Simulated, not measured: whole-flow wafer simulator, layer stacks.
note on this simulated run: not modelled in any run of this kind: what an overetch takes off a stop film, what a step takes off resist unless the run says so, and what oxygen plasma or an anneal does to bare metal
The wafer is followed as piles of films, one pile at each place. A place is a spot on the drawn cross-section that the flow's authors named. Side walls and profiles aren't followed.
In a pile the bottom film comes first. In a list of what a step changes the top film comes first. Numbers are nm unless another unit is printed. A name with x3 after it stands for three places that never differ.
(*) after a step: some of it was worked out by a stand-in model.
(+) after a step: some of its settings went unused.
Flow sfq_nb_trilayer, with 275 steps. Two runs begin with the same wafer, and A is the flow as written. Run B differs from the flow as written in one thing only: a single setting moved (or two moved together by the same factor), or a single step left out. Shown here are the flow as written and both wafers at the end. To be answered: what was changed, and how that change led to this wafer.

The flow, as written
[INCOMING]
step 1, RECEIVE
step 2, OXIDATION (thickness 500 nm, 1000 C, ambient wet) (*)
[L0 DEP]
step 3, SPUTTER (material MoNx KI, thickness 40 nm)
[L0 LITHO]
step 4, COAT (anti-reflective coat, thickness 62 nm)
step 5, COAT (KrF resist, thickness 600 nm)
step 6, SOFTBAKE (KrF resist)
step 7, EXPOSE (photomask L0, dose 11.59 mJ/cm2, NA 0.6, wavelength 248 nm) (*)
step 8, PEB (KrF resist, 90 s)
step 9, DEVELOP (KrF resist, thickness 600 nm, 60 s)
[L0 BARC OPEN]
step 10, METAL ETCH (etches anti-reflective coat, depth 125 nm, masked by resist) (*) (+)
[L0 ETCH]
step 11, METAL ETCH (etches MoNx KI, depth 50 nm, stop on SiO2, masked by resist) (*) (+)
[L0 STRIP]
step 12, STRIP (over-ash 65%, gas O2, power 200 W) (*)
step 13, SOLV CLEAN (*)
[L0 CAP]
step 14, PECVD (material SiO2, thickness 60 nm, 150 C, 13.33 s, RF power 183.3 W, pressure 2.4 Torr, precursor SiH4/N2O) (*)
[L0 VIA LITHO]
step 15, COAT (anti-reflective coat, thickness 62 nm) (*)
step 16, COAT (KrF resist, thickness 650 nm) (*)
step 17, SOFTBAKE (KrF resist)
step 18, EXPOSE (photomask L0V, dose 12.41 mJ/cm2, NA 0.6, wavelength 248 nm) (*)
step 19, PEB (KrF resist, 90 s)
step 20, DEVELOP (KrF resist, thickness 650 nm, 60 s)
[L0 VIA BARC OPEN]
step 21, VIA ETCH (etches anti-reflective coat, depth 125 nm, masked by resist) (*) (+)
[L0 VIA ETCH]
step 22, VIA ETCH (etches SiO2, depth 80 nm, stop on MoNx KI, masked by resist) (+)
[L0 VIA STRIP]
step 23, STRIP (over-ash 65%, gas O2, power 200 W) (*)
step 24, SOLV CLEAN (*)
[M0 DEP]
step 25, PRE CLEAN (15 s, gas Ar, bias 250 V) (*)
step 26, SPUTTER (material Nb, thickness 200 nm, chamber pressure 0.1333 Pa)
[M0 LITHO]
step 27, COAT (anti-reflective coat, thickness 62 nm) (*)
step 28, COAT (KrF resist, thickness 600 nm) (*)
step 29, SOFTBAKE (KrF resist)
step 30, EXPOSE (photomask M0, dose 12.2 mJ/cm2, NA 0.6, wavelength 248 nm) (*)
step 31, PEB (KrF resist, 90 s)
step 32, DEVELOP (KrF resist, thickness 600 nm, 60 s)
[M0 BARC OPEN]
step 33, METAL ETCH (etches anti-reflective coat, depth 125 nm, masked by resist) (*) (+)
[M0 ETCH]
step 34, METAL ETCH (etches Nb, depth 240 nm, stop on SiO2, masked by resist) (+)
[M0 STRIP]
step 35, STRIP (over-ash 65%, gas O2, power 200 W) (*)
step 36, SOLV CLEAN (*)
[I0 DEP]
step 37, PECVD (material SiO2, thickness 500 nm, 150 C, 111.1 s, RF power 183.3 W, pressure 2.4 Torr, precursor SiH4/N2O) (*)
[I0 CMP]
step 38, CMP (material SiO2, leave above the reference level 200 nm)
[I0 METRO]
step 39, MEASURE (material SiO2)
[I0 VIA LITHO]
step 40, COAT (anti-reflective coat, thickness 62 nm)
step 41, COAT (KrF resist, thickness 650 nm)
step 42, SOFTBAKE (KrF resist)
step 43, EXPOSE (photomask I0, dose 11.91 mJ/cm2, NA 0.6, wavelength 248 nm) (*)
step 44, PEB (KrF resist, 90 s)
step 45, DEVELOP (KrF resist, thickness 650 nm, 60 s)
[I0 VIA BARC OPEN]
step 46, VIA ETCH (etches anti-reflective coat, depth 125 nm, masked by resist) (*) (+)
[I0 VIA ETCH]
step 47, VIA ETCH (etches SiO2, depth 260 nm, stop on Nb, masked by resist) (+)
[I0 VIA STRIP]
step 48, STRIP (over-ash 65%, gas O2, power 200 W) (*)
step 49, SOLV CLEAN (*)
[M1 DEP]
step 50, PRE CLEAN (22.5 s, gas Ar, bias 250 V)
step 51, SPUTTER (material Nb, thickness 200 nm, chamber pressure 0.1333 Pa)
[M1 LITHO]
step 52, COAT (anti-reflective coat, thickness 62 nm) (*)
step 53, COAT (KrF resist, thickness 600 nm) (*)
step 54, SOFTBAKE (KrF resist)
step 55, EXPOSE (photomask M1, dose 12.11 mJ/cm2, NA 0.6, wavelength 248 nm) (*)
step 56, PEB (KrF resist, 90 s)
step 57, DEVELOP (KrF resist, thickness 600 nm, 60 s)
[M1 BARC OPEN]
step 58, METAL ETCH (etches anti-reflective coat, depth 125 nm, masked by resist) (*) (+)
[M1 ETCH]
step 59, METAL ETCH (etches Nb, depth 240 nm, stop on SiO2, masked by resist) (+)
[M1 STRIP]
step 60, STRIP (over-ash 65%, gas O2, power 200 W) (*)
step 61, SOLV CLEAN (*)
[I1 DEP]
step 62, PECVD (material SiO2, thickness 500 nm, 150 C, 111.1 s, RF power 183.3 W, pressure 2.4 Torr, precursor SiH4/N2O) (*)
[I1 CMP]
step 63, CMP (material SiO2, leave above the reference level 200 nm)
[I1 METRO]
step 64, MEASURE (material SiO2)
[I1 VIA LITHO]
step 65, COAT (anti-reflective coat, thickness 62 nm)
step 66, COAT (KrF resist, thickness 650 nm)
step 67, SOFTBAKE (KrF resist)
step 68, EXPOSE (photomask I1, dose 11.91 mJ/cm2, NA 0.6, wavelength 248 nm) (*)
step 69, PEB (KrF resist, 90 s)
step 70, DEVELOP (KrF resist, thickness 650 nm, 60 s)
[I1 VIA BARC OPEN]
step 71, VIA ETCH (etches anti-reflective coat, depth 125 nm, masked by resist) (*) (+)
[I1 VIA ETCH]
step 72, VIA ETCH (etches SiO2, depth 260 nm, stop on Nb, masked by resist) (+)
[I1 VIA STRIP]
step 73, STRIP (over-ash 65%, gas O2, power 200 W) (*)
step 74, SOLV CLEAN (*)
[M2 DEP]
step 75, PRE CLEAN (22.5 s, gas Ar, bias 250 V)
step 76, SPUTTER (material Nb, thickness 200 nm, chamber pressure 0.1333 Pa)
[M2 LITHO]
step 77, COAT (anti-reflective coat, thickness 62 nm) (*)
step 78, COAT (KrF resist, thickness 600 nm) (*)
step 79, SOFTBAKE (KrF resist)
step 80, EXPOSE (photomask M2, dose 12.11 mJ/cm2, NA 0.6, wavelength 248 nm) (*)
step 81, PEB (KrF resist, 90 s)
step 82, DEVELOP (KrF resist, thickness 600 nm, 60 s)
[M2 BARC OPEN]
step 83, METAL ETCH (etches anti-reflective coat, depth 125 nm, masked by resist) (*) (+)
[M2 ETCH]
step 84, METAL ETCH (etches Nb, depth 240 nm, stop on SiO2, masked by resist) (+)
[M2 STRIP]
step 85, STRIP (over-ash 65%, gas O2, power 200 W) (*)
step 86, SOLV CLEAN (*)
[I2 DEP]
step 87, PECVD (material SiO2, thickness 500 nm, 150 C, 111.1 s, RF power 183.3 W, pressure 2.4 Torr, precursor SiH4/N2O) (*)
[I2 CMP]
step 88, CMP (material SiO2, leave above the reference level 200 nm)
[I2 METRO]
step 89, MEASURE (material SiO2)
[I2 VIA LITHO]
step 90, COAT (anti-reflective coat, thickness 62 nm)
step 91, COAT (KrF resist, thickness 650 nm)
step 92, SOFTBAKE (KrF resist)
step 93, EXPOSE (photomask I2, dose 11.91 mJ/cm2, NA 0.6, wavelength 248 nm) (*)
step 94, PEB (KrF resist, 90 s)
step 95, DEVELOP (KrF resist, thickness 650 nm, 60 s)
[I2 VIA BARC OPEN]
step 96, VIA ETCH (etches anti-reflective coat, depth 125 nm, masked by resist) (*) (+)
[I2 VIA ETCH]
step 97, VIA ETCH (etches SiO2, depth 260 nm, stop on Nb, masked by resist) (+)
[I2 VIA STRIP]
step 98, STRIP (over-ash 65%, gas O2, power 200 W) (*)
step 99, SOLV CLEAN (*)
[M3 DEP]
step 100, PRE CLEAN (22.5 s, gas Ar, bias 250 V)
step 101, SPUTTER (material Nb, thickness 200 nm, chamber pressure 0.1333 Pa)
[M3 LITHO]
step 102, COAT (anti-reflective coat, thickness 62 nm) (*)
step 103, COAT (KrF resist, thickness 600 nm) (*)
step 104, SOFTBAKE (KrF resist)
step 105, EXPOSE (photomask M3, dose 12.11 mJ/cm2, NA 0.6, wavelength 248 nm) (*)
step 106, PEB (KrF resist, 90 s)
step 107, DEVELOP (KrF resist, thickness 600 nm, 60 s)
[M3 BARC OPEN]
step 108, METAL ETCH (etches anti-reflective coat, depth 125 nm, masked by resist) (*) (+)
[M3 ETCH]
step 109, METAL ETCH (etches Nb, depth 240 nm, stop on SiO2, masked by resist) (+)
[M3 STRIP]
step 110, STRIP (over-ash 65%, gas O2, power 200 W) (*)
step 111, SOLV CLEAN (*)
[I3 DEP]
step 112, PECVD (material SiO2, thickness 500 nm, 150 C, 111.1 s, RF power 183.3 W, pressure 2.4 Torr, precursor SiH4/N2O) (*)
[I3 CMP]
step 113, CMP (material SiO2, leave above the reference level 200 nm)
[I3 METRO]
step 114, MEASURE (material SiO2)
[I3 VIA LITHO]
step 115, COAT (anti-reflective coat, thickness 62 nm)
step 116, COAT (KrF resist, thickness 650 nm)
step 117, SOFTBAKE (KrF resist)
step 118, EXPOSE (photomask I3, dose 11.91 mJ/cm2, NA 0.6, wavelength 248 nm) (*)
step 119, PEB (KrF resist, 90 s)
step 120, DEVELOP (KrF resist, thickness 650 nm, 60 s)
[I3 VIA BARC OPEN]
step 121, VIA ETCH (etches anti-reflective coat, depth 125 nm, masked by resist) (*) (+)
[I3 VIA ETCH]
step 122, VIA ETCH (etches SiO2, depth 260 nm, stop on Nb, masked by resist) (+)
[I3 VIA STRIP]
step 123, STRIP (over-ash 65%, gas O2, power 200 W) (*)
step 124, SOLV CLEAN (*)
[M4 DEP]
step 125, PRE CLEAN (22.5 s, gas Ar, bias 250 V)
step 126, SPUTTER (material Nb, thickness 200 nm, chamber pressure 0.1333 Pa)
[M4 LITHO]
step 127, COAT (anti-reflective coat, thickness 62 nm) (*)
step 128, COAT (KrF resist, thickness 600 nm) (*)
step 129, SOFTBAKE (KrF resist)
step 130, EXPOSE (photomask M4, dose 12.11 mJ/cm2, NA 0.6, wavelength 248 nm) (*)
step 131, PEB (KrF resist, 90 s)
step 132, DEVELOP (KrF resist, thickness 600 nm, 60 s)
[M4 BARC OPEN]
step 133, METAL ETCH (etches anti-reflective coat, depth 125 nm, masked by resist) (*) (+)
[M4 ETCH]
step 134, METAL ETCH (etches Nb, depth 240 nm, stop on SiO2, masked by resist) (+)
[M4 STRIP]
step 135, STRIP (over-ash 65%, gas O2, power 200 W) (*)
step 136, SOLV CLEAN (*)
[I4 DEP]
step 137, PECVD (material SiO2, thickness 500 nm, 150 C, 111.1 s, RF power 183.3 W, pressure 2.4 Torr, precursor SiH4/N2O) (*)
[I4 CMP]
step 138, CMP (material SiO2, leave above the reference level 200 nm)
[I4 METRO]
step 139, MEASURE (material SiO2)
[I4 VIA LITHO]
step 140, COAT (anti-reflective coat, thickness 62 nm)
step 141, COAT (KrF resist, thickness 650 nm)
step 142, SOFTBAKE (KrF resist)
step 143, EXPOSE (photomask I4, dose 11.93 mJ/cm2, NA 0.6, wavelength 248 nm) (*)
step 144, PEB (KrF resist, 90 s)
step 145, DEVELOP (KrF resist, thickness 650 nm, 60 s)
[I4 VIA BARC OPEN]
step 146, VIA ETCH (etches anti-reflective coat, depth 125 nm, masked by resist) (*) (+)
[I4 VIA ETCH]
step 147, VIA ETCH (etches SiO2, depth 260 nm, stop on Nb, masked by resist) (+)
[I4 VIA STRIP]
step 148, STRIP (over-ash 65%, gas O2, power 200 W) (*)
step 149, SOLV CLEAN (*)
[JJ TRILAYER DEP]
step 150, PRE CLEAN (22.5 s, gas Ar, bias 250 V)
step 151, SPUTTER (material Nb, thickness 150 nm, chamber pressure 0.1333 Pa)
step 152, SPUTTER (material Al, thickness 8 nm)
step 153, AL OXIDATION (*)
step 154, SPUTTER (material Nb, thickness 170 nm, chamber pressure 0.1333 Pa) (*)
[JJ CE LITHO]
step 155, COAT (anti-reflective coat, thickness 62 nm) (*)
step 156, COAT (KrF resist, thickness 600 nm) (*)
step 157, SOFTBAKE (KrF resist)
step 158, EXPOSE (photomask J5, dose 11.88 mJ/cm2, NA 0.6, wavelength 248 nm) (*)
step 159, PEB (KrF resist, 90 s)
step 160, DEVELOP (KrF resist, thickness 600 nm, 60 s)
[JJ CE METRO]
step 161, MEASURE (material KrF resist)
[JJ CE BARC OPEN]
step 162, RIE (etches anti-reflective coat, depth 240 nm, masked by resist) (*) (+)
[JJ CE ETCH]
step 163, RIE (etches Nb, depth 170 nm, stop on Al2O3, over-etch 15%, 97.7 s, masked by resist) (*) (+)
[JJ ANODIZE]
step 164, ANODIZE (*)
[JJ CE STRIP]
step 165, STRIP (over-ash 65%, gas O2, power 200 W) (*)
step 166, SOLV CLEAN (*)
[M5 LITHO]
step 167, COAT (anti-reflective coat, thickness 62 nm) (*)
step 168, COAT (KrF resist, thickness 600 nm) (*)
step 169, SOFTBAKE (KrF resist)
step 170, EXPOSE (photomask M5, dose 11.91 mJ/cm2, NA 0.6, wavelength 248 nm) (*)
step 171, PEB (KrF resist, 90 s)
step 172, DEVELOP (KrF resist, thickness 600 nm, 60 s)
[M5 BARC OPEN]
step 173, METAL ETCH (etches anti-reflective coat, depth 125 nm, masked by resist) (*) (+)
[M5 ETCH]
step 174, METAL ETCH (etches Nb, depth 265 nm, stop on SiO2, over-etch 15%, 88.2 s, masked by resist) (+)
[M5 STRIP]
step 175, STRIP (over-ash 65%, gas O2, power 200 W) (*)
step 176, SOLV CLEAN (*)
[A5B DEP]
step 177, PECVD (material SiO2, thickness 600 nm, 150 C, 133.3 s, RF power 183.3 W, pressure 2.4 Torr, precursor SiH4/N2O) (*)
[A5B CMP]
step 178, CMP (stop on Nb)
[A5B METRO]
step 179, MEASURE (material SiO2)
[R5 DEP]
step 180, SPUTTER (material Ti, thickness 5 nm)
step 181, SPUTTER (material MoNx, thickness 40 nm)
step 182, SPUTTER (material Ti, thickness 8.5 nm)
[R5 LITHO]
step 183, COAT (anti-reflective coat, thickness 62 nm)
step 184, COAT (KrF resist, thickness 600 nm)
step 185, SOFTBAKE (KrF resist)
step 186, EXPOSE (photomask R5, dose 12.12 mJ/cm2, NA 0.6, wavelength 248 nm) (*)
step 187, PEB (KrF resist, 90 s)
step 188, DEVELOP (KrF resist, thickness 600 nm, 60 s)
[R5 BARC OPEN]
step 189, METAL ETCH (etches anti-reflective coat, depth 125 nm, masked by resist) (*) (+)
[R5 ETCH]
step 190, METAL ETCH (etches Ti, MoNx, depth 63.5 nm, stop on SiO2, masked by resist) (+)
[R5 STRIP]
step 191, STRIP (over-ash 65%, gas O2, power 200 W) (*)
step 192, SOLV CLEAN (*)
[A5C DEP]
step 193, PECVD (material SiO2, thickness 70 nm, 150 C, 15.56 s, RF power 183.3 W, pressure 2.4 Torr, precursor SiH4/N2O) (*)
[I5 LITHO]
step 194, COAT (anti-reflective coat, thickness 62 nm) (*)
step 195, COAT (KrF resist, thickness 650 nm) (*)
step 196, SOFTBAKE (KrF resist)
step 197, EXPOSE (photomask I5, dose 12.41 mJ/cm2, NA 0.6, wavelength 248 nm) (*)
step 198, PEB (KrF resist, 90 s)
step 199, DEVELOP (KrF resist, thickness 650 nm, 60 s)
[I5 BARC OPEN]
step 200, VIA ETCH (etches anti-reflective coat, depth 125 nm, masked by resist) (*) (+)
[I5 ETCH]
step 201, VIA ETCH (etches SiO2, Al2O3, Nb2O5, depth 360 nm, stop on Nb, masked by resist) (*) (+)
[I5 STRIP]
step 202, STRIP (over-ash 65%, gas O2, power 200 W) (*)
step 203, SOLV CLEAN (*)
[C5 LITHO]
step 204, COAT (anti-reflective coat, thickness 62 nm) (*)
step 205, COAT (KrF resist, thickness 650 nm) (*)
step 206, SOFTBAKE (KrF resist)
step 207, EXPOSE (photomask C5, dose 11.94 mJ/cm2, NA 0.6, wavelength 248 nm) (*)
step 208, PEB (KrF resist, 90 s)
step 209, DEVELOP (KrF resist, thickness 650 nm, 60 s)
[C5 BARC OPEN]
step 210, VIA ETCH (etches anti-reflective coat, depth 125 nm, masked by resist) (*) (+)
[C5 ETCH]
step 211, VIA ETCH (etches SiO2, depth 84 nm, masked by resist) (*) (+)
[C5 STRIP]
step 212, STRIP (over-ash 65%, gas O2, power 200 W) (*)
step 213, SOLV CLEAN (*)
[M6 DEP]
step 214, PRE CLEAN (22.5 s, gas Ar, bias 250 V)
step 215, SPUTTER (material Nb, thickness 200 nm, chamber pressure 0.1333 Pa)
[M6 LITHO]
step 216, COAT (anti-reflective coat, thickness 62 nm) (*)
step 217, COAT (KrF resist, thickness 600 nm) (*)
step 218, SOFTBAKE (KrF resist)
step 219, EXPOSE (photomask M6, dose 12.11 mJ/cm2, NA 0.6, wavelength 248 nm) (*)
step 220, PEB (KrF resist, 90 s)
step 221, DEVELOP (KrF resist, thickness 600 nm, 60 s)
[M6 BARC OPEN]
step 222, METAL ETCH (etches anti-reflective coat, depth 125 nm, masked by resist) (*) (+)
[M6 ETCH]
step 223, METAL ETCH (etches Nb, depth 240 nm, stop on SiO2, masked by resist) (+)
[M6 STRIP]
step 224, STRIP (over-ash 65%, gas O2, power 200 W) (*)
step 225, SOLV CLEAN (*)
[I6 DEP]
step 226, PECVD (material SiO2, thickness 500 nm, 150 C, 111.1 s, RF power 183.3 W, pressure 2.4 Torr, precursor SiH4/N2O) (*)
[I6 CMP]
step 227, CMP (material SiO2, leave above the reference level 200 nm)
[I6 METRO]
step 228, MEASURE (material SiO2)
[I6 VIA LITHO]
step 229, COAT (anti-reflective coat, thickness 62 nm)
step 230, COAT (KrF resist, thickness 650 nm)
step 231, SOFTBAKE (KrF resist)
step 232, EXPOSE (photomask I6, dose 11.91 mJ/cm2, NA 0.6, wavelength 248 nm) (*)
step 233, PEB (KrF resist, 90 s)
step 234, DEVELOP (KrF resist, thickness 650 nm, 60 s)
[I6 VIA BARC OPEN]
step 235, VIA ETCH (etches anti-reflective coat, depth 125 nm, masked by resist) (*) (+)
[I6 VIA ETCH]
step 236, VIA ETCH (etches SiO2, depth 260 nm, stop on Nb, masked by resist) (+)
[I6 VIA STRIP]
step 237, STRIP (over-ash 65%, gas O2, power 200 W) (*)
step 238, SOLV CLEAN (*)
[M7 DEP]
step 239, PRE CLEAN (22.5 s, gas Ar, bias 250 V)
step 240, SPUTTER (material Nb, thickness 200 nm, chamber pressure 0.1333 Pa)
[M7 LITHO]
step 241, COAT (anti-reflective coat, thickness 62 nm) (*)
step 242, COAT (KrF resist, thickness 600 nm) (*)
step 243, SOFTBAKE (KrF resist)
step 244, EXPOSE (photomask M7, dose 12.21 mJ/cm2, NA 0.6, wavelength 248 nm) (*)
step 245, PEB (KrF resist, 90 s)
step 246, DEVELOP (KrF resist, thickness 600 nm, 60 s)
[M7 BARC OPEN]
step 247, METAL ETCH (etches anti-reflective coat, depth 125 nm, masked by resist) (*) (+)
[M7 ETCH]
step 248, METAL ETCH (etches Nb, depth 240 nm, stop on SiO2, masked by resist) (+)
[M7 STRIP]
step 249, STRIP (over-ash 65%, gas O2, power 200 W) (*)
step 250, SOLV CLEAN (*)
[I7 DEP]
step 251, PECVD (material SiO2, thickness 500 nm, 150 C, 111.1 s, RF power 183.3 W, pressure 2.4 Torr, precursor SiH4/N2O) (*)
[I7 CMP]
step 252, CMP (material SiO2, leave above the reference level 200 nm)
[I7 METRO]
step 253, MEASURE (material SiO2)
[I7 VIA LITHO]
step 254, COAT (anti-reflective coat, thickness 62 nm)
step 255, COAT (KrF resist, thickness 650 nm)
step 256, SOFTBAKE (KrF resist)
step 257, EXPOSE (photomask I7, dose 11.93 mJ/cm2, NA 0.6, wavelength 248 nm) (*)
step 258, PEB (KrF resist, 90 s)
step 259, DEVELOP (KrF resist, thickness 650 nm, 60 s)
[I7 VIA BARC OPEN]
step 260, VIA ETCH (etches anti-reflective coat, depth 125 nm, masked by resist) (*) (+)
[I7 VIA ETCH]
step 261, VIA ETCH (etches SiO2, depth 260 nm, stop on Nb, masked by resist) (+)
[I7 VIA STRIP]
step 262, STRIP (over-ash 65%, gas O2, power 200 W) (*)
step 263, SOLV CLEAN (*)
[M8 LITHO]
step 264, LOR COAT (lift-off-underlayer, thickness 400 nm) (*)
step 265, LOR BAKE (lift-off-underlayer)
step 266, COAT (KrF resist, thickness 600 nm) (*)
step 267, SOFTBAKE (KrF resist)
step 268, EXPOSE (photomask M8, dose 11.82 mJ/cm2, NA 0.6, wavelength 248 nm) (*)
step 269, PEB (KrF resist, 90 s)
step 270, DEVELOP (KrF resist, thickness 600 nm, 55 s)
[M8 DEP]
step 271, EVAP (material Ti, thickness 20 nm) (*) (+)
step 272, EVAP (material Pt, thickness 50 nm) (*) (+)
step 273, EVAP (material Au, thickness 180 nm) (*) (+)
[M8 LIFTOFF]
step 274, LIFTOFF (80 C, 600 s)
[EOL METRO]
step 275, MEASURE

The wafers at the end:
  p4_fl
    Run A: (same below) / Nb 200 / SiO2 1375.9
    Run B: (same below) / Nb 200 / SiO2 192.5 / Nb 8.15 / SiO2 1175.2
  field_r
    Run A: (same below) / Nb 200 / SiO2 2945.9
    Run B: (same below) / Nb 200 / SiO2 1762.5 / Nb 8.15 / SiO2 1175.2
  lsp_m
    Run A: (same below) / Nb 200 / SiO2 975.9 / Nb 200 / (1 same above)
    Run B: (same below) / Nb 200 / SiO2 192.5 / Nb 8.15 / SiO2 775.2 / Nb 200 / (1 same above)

What caused this: step 174, METAL ETCH: depth 151 nm was run, while the flow as written has depth 265 nm; step 174, METAL ETCH: 50.3 s was run, where the flow has 88.2 s.

Step by step, how the change led to this:
  step 174, METAL ETCH (etches Nb, depth 265 nm, stop on SiO2, over-etch 15%, 88.2 s, masked by resist) (+)
      field_l, r_sur, res and 50 more: A Al2O3 loses 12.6 (all of it), Nb2O5 loses 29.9 (all of it), Nb loses 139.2 (all of it), SiO2 loses 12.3 | B Al2O3 loses 12.6 (all of it), Nb2O5 loses 29.9 (all of it), Nb loses 131.1
      v_sur, via_wl, via_w and 50 more: A KrF resist loses 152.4 | B KrF resist loses 86.8
  step 175, STRIP (over-ash 65%, gas O2, power 200 W) (*)
      l0r_line_l, l0r_line_c, l0r_space_c and 27 more: A KrF resist loses 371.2 (all of it), anti-reflective coat loses 62 (all of it) | B KrF resist loses 436.7 (all of it), anti-reflective coat loses 62 (all of it)
      v_sur: A KrF resist loses 349.2 (all of it), anti-reflective coat loses 44.9 (all of it) | B KrF resist loses 414.7 (all of it), anti-reflective coat loses 44.9 (all of it)
      (also at 22 further places)
  step 177, PECVD (material SiO2, thickness 600 nm, 150 C, 133.3 s, RF power 183.3 W, pressure 2.4 Torr, precursor SiH4/N2O) (*)
      field_l, p4_fl, p4_fm and 39 more: A SiO2 gains 600 | B SiO2 gains 600 (new film)
      r_sur, res, r_end, moat, field_r, lsp_l: A SiO2 gains 592.9 | B SiO2 gains 593.7 (new film)
      (also at 5 further places)
  step 178, CMP (stop on Nb)
      field_l, p4_fl, p4_fm and 39 more: A SiO2 loses 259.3 | B SiO2 loses 279.8
      r_sur, res, r_end, moat, field_r, lsp_l: A SiO2 loses 252.3 | B SiO2 loses 273.5
      (also at 5 further places)
If metal films that touch count as one body, p4_fl has 3 bodies (between them, from the top down: SiO2 192.5; SiO2 1370); the flow as written gives 2 bodies (between them, from the top down: SiO2 1370).
If metal films that touch count as one body, field_r has 2 bodies (between them, from the top down: SiO2 1762.5); the flow as written gives 1 body.
If metal films that touch count as one body, lsp_m has 4 bodies (between them, from the top down: SiO2 775.2; SiO2 192.5; SiO2 1370); the flow as written gives 3 bodies (between them, from the top down: SiO2 975.9; SiO2 1370).
